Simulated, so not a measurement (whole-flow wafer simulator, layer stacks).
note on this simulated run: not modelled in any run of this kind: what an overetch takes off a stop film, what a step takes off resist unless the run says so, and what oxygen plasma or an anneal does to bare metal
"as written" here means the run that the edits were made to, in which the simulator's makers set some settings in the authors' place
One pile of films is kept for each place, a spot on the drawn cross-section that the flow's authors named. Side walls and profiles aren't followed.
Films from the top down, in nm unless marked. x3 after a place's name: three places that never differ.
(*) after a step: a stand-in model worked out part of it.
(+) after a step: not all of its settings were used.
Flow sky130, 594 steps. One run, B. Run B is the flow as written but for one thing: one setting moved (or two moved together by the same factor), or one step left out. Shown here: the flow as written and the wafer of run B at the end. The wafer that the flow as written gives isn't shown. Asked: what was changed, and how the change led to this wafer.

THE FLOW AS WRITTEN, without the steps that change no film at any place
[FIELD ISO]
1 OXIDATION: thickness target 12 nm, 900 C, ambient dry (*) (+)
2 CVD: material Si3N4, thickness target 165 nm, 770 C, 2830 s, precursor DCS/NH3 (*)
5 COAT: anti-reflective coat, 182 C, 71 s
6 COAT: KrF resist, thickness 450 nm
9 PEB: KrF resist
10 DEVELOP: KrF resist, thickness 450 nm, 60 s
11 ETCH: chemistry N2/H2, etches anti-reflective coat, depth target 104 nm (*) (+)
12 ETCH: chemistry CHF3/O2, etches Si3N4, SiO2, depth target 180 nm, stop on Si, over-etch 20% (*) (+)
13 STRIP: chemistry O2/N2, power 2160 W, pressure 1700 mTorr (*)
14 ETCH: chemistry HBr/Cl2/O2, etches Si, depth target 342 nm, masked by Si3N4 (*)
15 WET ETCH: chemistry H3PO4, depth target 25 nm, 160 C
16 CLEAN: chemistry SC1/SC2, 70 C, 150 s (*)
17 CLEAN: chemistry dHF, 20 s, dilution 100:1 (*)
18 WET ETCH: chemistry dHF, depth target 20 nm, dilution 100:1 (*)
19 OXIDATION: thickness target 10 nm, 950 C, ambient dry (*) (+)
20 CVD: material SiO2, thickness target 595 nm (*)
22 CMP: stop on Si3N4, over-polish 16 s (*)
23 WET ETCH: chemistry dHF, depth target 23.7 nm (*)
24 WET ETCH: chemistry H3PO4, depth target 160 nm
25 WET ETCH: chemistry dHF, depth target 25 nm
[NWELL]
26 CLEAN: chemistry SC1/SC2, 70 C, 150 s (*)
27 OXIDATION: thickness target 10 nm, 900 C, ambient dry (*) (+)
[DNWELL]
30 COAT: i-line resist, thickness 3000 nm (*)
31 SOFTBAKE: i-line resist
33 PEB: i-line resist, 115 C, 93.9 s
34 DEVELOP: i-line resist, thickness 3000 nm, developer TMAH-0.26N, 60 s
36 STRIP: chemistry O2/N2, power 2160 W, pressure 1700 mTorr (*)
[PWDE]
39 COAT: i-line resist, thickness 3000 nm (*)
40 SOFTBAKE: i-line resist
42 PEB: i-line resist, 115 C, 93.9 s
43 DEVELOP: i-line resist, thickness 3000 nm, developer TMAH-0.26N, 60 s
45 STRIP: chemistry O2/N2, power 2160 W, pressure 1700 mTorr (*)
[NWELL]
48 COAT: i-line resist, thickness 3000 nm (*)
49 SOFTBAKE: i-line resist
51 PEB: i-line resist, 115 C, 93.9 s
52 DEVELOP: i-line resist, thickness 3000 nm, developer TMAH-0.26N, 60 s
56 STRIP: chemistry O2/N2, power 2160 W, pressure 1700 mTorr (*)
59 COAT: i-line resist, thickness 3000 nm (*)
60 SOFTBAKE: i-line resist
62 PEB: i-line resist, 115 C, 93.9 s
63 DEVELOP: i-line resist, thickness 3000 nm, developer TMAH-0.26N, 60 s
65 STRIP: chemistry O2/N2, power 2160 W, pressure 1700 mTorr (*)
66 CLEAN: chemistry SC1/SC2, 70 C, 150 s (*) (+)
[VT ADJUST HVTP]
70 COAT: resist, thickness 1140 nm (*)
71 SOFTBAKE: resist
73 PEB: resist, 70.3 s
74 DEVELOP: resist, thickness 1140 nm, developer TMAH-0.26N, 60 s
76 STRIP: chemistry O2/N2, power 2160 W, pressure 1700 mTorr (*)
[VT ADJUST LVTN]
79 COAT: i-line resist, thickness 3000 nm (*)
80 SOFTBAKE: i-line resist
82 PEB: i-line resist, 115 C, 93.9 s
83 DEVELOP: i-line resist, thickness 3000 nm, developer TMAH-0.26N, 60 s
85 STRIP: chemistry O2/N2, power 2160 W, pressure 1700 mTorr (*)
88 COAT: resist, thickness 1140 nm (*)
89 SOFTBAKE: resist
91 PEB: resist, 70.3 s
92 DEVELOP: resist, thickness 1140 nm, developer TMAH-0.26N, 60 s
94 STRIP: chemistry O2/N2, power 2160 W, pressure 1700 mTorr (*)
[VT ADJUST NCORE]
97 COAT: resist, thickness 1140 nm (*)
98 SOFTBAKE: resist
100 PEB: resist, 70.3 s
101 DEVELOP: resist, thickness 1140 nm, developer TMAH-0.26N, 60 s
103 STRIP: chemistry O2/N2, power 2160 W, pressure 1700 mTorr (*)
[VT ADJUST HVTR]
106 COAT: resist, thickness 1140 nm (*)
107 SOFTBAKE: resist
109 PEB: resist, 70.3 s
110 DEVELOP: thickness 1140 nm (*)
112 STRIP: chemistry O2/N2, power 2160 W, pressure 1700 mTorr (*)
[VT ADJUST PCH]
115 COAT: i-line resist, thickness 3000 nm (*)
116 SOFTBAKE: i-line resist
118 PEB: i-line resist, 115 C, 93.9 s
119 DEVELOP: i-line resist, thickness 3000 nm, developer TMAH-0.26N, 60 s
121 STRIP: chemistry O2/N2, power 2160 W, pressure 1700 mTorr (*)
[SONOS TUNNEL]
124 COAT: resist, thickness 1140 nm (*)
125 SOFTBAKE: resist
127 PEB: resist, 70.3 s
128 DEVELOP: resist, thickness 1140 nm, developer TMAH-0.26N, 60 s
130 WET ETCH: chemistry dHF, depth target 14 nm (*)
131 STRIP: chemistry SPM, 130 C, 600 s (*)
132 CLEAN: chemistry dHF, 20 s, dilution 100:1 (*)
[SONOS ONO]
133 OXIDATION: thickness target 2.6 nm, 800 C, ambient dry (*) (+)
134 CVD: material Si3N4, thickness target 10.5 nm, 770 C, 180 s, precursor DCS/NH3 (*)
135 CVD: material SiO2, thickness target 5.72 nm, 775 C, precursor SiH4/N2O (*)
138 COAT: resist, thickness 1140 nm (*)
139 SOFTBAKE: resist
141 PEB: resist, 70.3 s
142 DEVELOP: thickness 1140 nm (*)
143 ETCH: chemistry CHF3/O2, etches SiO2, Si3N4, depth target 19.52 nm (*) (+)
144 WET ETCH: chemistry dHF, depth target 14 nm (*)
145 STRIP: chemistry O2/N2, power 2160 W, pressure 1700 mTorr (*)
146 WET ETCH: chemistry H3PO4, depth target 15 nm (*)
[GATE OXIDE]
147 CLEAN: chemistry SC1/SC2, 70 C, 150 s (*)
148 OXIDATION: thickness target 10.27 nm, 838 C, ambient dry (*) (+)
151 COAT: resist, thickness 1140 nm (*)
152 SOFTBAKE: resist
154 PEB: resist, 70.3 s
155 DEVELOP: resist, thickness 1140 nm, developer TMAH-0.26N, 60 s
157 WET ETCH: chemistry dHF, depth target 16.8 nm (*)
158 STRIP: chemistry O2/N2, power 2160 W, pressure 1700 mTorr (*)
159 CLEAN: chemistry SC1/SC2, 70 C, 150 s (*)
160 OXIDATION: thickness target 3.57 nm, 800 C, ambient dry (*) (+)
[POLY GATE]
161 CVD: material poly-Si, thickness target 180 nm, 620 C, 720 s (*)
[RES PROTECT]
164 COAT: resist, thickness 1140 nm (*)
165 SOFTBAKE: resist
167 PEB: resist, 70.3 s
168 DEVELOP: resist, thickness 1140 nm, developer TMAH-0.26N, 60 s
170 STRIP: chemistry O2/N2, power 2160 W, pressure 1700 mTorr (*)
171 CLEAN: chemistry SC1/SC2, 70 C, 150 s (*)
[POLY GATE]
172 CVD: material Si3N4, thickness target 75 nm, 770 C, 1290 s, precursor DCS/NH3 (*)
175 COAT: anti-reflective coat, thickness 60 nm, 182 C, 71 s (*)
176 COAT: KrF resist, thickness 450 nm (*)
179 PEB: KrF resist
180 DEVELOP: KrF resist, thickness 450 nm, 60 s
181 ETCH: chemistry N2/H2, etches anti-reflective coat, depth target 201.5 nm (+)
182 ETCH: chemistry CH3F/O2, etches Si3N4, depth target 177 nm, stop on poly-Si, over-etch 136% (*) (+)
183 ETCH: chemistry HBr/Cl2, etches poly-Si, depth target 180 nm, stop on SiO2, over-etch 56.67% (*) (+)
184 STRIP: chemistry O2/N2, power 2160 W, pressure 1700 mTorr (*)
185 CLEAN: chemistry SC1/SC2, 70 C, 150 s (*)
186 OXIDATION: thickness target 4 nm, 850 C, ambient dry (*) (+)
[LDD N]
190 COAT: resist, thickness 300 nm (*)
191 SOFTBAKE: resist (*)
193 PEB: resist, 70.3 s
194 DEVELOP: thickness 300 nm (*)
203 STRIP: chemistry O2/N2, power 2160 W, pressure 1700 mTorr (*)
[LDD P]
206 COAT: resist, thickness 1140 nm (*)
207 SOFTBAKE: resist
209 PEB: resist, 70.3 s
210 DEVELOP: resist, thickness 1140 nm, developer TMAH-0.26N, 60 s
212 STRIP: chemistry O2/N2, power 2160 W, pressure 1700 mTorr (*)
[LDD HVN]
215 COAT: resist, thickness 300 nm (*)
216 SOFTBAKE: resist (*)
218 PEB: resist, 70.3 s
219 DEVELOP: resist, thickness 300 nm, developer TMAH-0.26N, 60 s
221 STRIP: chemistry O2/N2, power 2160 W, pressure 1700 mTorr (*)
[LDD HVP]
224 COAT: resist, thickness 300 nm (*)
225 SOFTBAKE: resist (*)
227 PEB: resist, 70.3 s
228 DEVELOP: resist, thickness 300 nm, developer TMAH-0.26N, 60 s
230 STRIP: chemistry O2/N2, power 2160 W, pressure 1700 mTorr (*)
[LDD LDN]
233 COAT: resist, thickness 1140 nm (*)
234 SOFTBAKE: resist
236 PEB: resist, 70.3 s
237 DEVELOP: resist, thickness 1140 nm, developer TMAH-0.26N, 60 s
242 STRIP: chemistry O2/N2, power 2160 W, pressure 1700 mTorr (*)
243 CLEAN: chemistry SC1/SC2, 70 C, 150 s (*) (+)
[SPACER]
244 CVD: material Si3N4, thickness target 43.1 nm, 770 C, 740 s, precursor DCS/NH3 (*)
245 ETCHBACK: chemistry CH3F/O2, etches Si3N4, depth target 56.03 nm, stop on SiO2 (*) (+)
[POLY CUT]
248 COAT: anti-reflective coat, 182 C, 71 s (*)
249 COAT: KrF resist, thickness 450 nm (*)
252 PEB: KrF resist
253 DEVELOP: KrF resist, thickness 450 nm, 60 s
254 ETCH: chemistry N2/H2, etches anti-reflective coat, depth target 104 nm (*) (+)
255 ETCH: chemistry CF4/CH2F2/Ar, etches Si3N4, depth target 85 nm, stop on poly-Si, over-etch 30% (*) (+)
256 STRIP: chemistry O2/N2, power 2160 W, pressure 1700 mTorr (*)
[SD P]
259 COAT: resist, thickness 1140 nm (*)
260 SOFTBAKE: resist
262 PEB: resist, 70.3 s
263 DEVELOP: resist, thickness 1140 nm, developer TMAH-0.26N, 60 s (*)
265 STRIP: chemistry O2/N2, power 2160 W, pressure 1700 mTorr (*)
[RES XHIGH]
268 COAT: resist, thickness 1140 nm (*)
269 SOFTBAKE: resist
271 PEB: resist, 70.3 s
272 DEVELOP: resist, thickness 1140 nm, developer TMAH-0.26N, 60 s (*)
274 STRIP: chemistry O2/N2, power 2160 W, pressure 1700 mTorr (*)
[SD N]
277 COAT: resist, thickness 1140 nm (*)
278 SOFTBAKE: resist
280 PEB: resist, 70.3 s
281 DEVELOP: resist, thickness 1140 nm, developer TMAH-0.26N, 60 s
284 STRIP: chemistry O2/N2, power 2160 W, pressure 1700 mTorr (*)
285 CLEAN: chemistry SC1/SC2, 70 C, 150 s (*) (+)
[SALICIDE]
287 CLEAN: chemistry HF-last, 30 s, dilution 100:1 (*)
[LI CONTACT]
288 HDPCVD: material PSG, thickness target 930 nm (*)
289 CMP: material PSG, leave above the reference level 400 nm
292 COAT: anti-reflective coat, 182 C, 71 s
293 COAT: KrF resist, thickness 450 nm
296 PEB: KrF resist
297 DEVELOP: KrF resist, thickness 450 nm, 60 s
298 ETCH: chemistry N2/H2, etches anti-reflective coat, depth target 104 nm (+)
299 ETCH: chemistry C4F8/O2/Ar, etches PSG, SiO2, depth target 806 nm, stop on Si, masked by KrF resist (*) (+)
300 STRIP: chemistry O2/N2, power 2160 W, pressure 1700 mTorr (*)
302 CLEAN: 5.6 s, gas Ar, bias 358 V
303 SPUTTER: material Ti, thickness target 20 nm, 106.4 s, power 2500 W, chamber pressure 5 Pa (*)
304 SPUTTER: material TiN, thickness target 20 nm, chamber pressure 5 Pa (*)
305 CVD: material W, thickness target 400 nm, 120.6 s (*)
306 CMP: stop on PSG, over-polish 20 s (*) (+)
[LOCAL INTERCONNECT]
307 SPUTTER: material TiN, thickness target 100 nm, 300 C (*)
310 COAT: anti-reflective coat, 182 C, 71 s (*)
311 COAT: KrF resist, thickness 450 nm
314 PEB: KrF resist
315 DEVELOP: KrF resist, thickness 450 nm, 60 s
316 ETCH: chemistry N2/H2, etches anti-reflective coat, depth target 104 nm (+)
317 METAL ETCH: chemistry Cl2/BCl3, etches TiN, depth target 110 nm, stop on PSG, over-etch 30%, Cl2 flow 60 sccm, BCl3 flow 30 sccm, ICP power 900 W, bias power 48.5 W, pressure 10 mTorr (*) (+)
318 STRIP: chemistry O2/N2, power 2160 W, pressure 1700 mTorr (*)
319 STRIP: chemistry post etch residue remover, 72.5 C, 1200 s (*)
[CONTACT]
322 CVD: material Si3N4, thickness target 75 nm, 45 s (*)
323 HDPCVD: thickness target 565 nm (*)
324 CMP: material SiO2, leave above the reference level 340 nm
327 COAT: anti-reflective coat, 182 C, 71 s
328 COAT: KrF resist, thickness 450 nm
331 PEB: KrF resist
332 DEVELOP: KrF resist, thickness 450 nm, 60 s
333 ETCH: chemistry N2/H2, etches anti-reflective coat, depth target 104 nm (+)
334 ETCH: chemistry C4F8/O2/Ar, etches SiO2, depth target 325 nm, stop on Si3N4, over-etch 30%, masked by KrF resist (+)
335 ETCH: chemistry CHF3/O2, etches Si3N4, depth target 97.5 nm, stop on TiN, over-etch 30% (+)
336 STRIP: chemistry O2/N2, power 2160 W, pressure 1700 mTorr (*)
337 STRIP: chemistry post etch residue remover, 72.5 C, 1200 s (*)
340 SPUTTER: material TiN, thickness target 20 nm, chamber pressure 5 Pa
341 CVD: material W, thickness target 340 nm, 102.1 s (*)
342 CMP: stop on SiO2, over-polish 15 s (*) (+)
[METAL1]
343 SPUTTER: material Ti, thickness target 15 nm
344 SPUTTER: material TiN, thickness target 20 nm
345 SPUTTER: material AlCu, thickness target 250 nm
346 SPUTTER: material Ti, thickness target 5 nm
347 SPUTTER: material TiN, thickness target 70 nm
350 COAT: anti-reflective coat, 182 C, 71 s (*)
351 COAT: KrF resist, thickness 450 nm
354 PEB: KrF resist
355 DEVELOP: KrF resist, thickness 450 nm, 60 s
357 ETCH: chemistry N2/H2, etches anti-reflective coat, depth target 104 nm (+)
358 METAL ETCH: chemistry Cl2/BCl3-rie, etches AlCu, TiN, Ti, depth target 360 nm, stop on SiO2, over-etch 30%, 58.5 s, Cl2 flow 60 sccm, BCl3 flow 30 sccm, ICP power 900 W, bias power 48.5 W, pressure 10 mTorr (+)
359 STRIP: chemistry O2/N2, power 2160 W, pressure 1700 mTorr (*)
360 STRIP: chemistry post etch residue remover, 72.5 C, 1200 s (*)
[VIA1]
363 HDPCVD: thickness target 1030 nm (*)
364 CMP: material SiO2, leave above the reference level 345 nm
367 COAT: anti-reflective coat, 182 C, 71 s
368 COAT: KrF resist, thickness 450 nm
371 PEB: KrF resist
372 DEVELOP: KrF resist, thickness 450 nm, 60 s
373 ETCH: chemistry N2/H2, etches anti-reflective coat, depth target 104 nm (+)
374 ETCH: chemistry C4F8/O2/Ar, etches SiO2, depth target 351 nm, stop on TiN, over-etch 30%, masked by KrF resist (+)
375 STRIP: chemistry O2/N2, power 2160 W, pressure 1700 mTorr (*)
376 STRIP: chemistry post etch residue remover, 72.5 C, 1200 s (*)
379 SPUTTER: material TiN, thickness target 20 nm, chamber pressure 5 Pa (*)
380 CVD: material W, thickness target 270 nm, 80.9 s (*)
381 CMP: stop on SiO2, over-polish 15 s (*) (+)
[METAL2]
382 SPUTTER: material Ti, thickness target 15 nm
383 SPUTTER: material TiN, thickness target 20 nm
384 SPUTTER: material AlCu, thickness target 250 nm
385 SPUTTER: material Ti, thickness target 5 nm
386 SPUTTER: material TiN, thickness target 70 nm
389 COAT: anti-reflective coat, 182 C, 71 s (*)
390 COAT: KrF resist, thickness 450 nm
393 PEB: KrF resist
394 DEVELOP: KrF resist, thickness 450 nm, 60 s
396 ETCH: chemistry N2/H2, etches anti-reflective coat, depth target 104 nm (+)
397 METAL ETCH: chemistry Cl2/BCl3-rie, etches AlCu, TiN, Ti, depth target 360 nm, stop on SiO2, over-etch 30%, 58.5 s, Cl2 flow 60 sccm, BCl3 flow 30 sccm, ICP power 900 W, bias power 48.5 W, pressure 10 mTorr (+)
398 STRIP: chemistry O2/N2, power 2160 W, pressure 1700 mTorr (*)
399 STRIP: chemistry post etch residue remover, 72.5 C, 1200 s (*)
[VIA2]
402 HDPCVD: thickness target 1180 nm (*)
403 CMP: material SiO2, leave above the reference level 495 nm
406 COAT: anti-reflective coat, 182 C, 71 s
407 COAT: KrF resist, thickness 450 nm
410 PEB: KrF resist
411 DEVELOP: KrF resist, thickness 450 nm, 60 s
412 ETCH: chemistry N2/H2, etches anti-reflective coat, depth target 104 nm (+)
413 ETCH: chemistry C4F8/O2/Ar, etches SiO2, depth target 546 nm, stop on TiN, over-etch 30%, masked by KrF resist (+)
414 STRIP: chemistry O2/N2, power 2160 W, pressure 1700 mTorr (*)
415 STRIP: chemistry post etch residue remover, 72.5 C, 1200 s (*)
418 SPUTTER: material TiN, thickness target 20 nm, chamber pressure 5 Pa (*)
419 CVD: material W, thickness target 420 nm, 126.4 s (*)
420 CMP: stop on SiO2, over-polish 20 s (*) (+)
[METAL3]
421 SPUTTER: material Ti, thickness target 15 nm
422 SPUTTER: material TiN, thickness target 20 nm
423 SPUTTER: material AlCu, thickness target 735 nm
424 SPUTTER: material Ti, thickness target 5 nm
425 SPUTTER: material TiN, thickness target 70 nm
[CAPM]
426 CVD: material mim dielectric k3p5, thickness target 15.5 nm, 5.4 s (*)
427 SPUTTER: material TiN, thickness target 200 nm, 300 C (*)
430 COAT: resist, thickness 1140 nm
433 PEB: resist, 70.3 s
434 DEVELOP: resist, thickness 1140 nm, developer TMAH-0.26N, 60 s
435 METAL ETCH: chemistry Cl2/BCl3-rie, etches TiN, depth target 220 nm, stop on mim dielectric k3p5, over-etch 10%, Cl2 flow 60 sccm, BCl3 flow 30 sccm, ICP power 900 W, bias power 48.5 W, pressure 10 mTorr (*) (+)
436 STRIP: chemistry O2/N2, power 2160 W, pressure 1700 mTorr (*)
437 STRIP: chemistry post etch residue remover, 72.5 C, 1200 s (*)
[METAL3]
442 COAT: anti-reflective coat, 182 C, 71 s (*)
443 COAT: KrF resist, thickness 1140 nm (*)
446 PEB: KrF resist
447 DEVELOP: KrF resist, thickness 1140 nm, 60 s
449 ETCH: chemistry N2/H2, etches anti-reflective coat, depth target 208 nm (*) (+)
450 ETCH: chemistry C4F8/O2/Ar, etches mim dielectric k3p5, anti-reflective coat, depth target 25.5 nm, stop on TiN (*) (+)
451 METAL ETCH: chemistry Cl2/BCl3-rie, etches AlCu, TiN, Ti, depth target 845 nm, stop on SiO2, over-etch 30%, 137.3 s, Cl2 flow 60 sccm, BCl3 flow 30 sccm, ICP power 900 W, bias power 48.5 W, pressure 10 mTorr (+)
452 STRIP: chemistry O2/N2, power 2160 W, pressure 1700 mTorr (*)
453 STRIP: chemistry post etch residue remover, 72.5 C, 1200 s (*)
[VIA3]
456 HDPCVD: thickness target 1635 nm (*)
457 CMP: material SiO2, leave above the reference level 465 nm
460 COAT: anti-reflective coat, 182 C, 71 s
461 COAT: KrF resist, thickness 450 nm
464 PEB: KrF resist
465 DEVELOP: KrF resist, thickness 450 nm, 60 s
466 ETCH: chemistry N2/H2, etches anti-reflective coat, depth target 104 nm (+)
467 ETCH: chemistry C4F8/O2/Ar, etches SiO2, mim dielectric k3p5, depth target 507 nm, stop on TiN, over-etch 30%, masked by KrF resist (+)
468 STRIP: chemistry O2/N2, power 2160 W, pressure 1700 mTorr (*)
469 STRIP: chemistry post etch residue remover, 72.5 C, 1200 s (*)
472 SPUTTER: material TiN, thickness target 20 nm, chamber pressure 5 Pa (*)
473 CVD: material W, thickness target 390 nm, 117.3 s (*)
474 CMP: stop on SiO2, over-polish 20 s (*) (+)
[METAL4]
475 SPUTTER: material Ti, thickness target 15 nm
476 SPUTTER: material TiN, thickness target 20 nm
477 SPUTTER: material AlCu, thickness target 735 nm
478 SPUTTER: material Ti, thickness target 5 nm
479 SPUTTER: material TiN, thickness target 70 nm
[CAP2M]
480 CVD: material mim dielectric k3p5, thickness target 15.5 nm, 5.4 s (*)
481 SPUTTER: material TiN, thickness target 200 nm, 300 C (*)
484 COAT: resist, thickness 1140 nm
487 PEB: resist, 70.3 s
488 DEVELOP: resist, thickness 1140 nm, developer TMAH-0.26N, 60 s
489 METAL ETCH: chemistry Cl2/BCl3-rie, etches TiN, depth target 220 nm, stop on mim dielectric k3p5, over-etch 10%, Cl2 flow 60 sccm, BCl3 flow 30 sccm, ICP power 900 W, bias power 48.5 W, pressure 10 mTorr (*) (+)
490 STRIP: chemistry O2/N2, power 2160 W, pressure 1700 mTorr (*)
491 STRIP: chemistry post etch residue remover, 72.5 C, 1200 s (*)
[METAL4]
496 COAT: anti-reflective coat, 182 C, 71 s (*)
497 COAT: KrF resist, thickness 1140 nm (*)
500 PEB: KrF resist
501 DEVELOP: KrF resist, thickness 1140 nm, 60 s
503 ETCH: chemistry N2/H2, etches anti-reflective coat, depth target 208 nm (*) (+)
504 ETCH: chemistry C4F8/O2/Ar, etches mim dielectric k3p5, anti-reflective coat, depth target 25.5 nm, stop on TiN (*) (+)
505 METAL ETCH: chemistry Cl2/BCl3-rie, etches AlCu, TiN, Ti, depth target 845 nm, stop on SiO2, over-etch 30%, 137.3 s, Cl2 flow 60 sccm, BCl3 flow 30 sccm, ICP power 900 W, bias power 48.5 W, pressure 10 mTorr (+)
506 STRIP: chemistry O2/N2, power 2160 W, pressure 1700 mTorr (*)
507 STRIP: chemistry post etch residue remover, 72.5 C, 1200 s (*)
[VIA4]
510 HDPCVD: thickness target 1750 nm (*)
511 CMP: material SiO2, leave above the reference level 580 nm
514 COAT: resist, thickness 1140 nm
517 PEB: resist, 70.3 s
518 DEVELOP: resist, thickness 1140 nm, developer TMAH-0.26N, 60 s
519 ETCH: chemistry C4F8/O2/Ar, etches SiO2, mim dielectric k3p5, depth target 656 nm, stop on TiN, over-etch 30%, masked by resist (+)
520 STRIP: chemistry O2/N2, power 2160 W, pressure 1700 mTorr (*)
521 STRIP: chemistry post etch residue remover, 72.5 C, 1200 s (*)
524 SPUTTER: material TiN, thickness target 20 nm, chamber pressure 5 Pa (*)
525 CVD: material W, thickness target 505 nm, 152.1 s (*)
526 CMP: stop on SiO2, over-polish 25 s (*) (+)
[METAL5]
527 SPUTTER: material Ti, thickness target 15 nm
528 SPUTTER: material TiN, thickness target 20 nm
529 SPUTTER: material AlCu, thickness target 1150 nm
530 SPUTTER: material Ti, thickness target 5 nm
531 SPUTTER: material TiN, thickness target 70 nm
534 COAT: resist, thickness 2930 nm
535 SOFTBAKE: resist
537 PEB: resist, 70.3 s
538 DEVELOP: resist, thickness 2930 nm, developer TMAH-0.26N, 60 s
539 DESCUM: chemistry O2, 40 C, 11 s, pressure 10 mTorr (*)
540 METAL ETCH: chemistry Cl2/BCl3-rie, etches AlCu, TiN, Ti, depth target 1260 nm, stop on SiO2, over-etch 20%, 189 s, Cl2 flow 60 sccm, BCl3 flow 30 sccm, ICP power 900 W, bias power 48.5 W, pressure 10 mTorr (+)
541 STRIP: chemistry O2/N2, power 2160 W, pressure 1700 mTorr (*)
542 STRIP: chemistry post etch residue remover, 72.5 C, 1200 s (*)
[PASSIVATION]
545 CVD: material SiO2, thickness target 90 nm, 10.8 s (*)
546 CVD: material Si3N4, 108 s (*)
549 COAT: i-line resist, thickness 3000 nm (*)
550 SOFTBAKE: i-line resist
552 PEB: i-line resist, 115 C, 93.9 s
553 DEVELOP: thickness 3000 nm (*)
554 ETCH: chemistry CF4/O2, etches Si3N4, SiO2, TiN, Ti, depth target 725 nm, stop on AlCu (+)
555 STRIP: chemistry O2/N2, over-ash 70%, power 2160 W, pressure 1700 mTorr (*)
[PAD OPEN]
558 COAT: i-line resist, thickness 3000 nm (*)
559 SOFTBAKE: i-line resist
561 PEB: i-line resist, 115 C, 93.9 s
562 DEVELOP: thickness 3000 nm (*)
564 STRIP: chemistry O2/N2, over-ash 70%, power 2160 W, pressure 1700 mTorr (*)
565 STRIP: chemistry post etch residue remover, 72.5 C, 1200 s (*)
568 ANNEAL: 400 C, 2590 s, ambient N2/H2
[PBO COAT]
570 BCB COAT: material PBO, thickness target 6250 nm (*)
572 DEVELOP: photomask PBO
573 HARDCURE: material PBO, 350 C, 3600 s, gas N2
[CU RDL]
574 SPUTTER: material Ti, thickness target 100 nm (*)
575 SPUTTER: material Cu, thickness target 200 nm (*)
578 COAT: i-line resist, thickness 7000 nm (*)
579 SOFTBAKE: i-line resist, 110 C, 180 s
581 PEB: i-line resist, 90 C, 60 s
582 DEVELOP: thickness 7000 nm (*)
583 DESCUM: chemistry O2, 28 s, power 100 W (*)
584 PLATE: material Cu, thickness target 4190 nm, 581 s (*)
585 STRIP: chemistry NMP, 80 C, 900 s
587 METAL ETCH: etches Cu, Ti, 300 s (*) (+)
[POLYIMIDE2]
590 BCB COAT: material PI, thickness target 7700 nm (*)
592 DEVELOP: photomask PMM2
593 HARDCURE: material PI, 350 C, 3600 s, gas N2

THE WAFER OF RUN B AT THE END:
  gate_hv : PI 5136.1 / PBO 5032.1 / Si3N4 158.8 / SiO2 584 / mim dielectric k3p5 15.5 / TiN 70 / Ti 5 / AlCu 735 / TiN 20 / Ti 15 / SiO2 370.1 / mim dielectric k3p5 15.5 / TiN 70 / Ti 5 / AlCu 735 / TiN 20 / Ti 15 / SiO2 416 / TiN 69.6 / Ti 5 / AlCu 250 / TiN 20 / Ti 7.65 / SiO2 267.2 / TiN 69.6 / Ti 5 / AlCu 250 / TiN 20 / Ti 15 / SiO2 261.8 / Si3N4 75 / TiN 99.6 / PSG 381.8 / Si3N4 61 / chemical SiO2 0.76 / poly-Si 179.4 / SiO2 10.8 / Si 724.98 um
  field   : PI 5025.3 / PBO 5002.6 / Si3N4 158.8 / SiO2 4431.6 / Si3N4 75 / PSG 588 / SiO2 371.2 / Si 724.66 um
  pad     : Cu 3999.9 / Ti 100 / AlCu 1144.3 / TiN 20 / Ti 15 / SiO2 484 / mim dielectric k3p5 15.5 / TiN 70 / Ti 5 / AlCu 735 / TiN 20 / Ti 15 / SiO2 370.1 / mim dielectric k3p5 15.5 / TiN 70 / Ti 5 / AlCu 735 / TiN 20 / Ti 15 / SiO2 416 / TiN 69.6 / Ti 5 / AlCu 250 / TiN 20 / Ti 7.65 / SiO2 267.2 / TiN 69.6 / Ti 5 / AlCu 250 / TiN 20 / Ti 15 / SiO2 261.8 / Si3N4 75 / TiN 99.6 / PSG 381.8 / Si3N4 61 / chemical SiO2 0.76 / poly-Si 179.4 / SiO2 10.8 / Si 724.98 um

The cause: step 382, SPUTTER: thickness target 7.65 nm was run, where the flow has thickness target 15 nm.
It can be read off the wafer: gate_hv has Ti 7.65, and step 382 as written asks for 15 nm.

How the change led to this, step by step:
  382 SPUTTER: material Ti, thickness target 15 nm
      field, active, n_well and 188 more: Ti +7.65 (new film) (as written it would be: Ti +15 (new film))
  397 METAL ETCH: chemistry Cl2/BCl3-rie, etches AlCu, TiN, Ti, depth target 360 nm, stop on SiO2, over-etch 30%, 58.5 s, Cl2 flow 60 sccm, BCl3 flow 30 sccm, ICP power 900 W, bias power 48.5 W, pressure 10 mTorr (+)
      field, active, gate and 82 more: TiN -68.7 (all of it), Ti -5 (all of it), AlCu -250 (all of it), TiN -20 (all of it), Ti -7.65 (all of it), SiO2 -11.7 (as written it would be: TiN -68.7 (all of it), Ti -5 (all of it), AlCu -250 (all of it), TiN -20 (all of it), Ti -15 (all of it), SiO2 -10.9)
